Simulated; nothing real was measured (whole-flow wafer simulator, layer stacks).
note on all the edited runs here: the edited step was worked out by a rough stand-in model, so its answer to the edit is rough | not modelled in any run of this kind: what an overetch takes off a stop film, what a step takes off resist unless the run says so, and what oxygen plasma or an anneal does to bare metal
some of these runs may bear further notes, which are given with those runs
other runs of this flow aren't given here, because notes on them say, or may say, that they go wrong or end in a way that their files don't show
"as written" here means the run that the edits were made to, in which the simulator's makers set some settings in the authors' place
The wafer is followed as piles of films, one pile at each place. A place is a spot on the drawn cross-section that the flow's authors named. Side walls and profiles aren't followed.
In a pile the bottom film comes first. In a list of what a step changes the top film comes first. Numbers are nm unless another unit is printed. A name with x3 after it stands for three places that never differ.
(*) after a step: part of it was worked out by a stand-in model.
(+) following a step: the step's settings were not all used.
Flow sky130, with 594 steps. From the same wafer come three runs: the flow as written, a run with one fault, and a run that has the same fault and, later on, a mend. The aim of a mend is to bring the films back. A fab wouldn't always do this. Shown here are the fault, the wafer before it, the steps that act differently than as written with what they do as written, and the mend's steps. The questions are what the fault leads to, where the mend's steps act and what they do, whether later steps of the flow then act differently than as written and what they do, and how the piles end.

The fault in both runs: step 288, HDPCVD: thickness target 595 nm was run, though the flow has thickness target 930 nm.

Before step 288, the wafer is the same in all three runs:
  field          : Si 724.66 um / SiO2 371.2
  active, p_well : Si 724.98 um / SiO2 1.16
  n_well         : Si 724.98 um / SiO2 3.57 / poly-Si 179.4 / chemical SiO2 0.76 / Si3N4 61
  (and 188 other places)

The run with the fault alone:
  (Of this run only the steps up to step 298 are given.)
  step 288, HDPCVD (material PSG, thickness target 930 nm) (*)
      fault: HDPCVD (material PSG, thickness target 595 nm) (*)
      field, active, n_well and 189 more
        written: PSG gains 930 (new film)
        fault: PSG gains 595 (new film)
  Steps later in the flow that act otherwise than as written (not shown: 2 more steps that differ only slightly, by at most 2% or 0.5 nm, whichever is larger):
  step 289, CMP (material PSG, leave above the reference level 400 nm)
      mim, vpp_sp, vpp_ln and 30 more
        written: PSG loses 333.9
        fault: nothing
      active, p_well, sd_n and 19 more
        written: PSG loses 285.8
        fault: nothing
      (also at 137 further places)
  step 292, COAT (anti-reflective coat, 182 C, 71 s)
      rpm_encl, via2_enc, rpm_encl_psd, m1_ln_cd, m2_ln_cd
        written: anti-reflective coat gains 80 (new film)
        fault: anti-reflective coat gains 76.5 (new film)
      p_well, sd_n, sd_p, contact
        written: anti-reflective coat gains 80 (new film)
        fault: anti-reflective coat gains 126.4 (new film)
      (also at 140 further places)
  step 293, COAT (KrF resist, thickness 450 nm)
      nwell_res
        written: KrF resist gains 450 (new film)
        fault: KrF resist gains 461.4 (new film)
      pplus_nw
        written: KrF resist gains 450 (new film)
        fault: KrF resist gains 461.9 (new film)
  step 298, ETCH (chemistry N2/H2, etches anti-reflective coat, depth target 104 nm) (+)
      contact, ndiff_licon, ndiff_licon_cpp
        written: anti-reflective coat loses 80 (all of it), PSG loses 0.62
        fault: anti-reflective coat loses 104
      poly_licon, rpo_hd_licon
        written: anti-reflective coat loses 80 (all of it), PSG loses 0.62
        fault: anti-reflective coat loses 77.8 (all of it), PSG loses 0.67
  Once step 298 is done, the piles at field, active, n_well and 145 more depart from the flow's by more than 2% or 0.5 nm, whichever is larger.
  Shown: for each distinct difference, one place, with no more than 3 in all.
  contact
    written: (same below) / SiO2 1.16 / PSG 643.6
    fault: (same below) / SiO2 1.16 / PSG 595 / anti-reflective coat 22.4
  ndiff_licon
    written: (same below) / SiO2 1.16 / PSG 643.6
    fault: (same below) / SiO2 1.16 / PSG 595 / anti-reflective coat 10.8
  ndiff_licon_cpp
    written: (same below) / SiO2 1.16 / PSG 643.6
    fault: (same below) / SiO2 1.16 / PSG 595 / anti-reflective coat 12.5

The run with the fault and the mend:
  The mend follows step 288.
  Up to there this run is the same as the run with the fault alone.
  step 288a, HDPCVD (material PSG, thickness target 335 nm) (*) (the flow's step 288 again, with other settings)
      field, active, n_well and 189 more
        PSG gains 335
  None of the later steps of the flow differs from how it acts as written, at any place that is followed, by more than 2% or 0.5 nm, whichever is larger.
  At the end the piles are close to the flow's at the places that both follow, differing by at most 2% or 0.5 nm, whichever is larger.
